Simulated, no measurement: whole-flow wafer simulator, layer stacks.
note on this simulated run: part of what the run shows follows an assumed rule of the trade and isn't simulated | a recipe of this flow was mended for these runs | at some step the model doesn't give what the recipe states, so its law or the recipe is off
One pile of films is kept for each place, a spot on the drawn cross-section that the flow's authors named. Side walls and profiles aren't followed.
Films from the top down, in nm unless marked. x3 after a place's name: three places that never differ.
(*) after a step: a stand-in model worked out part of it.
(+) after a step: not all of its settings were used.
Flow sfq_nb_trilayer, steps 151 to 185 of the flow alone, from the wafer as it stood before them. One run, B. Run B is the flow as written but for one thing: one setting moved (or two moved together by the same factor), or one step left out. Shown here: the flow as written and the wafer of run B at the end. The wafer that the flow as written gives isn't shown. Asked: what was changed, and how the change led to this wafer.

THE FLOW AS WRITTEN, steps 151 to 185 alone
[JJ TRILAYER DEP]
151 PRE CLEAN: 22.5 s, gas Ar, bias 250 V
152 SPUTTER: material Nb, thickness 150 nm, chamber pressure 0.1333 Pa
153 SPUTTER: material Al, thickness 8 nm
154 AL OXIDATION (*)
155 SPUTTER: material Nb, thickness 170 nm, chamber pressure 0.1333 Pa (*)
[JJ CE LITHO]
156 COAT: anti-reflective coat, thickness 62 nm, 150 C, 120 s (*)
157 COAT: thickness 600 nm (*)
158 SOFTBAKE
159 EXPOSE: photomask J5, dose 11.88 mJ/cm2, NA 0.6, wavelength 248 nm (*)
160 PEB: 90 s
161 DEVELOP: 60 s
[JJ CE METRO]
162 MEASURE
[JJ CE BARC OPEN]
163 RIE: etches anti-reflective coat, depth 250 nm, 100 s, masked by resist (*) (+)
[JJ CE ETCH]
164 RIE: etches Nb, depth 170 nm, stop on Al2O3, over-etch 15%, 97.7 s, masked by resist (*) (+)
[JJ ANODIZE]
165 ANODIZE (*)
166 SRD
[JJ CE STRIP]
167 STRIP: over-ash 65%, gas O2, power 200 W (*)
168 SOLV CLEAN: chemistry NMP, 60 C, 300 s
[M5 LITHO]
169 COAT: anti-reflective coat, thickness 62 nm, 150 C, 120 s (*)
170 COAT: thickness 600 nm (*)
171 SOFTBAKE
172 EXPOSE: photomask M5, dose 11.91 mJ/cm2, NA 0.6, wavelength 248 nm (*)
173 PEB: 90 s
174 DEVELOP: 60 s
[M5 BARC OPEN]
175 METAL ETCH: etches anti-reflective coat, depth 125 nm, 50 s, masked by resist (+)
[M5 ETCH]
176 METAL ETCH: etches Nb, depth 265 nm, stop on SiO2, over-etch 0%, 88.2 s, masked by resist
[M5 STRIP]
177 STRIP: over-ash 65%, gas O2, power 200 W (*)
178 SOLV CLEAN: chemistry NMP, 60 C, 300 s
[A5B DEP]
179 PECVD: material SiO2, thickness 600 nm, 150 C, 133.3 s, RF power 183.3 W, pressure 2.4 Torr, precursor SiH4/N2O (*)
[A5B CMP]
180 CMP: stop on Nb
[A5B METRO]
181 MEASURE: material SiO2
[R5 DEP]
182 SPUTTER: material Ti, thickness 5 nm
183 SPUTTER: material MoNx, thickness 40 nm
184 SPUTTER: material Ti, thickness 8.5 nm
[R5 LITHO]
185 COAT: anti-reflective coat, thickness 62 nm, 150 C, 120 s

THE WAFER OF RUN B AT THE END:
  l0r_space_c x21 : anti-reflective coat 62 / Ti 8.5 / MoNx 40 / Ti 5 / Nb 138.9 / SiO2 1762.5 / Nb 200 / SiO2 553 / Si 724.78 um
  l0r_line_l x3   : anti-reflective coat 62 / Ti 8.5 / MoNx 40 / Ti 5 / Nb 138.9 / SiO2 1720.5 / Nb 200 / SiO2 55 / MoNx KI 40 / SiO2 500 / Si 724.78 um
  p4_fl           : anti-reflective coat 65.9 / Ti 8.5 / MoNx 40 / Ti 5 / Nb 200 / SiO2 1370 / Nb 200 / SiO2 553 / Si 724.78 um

The cause: step 155, SPUTTER: material Nb, thickness 170 nm, chamber pressure 0.1333 Pa (*), was left out.

How the change led to this, step by step:
  156 COAT: anti-reflective coat, thickness 62 nm, 150 C, 120 s (*)
      via_wl, via_wr: anti-reflective coat +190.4 (new film) (as written it would be: anti-reflective coat +224.3 (new film))
      via_w: anti-reflective coat +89 (new film) (as written it would be: anti-reflective coat +97.3 (new film))
  157 COAT: thickness 600 nm (*)
      via_w: KrF-resist-other-grade +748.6 (new film) (as written it would be: KrF-resist-other-grade +766.6 (new film))
  161 DEVELOP: 60 s
      via_w: KrF-resist-other-grade -747 (all of it) (as written it would be: KrF-resist-other-grade -764.9 (all of it))
  163 RIE: etches anti-reflective coat, depth 250 nm, 100 s, masked by resist (*) (+)
      via_wl, via_wr: anti-reflective coat -190.4 (all of it), Al2O3 -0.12 (as written it would be: anti-reflective coat -224.3 (all of it))
      via_w: anti-reflective coat -89 (all of it), Al2O3 -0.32 (as written it would be: anti-reflective coat -97.3 (all of it))
  164 RIE: etches Nb, depth 170 nm, stop on Al2O3, over-etch 15%, 97.7 s, masked by resist (*) (+)
      field_l, be, be_sur and 92 more: Al2O3 -0.58 (all of it) (as written it would be: Nb -170 (all of it), Al2O3 -0.51)
      via_wl, via_wr: Al2O3 -0.84 (all of it) (as written it would be: Nb -139.9 (all of it), Al2O3 -0.96 (all of it))
      (and at 5 more places)
  165 ANODIZE (*)
      field_l, v_sur, via_sp and 96 more: Al2O3 +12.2 (new film), Nb2O5 +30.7 (new film), Al -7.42 (all of it), Nb -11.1 (as written it would be: Al2O3 +12.2, Nb2O5 +29.9 (new film), Al -7.42 (all of it), Nb -10.8)
  169 COAT: anti-reflective coat, thickness 62 nm, 150 C, 120 s (*)
      ce_l, ce_r: anti-reflective coat +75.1 (new film) (as written it would be: anti-reflective coat +17.1 (new film))
      wl_j_sl, wl_j_sr: anti-reflective coat +54.6 (new film) (as written it would be: anti-reflective coat +110.7 (new film))
      (and at 18 more places)
  170 COAT: thickness 600 nm (*)
      be_sur: KrF-resist-other-grade +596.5 (new film) (as written it would be: KrF-resist-other-grade +613.2 (new film))
      gap: KrF-resist-other-grade +598.1 (new film) (as written it would be: KrF-resist-other-grade +618 (new film))
      (and at 12 more places)
  174 DEVELOP: 60 s
      r_sur: KrF-resist-other-grade -596 (all of it) (as written it would be: KrF-resist-other-grade -612.8 (all of it))
      wl_a_sl: KrF-resist-other-grade -599 (all of it) (as written it would be: KrF-resist-other-grade -619.6 (all of it))
      (and at 1 more place)
  175 METAL ETCH: etches anti-reflective coat, depth 125 nm, 50 s, masked by resist (+)
      r_sur: anti-reflective coat -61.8 (all of it), Al2O3 -0.13 (as written it would be: anti-reflective coat -49.6 (all of it), Al2O3 -0.15)
      res: anti-reflective coat -62.2 (all of it), Al2O3 -0.13 (as written it would be: anti-reflective coat -59.8 (all of it), Al2O3 -0.13)
      (and at 6 more places)
  176 METAL ETCH: etches Nb, depth 265 nm, stop on SiO2, over-etch 0%, 88.2 s, masked by resist
      field_l, res, r_end and 47 more: Al2O3 -12.1 (all of it), Nb2O5 -30.7 (all of it), Nb -138.9 (all of it), SiO2 -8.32 (as written it would be: Al2O3 -12.6 (all of it), Nb2O5 -29.9 (all of it), Nb -139.2 (all of it), SiO2 -8.33)
      r_sur, wl_a_sl, wl_a_m6: Al2O3 -12.1 (all of it), Nb2O5 -30.7 (all of it), Nb -138.9 (all of it), SiO2 -8.32 (as written it would be: Al2O3 -12.5 (all of it), Nb2O5 -29.9 (all of it), Nb -139.2 (all of it), SiO2 -8.33)
  177 STRIP: over-ash 65%, gas O2, power 200 W (*)
      wire: KrF-resist-other-grade -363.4 (all of it), anti-reflective coat -65.9 (all of it) (as written it would be: KrF-resist-other-grade -363.4 (all of it), anti-reflective coat -68.1 (all of it))
      be: KrF-resist-other-grade -368.9 (all of it), anti-reflective coat -61.7 (all of it) (as written it would be: KrF-resist-other-grade -373.6 (all of it), anti-reflective coat -59.5 (all of it))
      (and at 12 more places)
  180 CMP: stop on Nb
      v_sur, via_sp, via_v and 43 more: SiO2 -600 (all of it), Al2O3 -12.2 (all of it), Nb2O5 -30.7 (all of it) (as written it would be: SiO2 -453.5)
      lsp_m, ln_m6, p4_fl and 23 more: SiO2 -784.2 (all of it) (as written it would be: SiO2 -263.3)
      (and at 34 more places)
  182 SPUTTER: material Ti, thickness 5 nm
      via_wl, via_wr: Ti +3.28 (new film) (as written it would be: Ti +5 (new film))
      r_sur: Ti +3.65 (new film) (as written it would be: Ti +5 (new film))
      (and at 1 more place)
  183 SPUTTER: material MoNx, thickness 40 nm
      lsp_m, ln_m6, lsp_r, l0_sur, l0v: MoNx +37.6 (new film) (as written it would be: MoNx +40 (new film))
      via_wl, via_wr: MoNx +26.7 (new film) (as written it would be: MoNx +40 (new film))
      (and at 4 more places)
  184 SPUTTER: material Ti, thickness 8.5 nm
      lsp_m, ln_m6, lsp_r, l0_sur, l0v: Ti +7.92 (new film) (as written it would be: Ti +8.5 (new film))
      via_wl, via_wr: Ti +5.37 (new film) (as written it would be: Ti +8.5 (new film))
      (and at 3 more places)
  185 COAT: anti-reflective coat, thickness 62 nm, 150 C, 120 s
      via_w, c5j: anti-reflective coat +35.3 (new film) (as written it would be: anti-reflective coat +62 (new film))
      p4_fl, p4_w1: anti-reflective coat +65.9 (new film) (as written it would be: anti-reflective coat +62 (new film))
      (and at 69 more places)
Counting metal films that touch as one body, l0r_space_c x21 has 2 bodies (between them, from the top down: SiO2 1762.5); the flow as written gives 3 bodies (between them, from the top down: SiO2 146.5 / Al2O3 12.7 / Nb2O5 29.9; SiO2 1762.5).
Counting metal films that touch as one body, l0r_line_l x3 has 3 bodies (between them, from the top down: SiO2 1720.5; SiO2 55); the flow as written gives 4 bodies (between them, from the top down: SiO2 146.5 / Al2O3 12.7 / Nb2O5 29.9; SiO2 1720.5; SiO2 55).
Counting metal films that touch as one body, p4_fl has 2 bodies (between them, from the top down: SiO2 1370); the flow as written gives 3 bodies (between them, from the top down: SiO2 520.9; SiO2 1370).
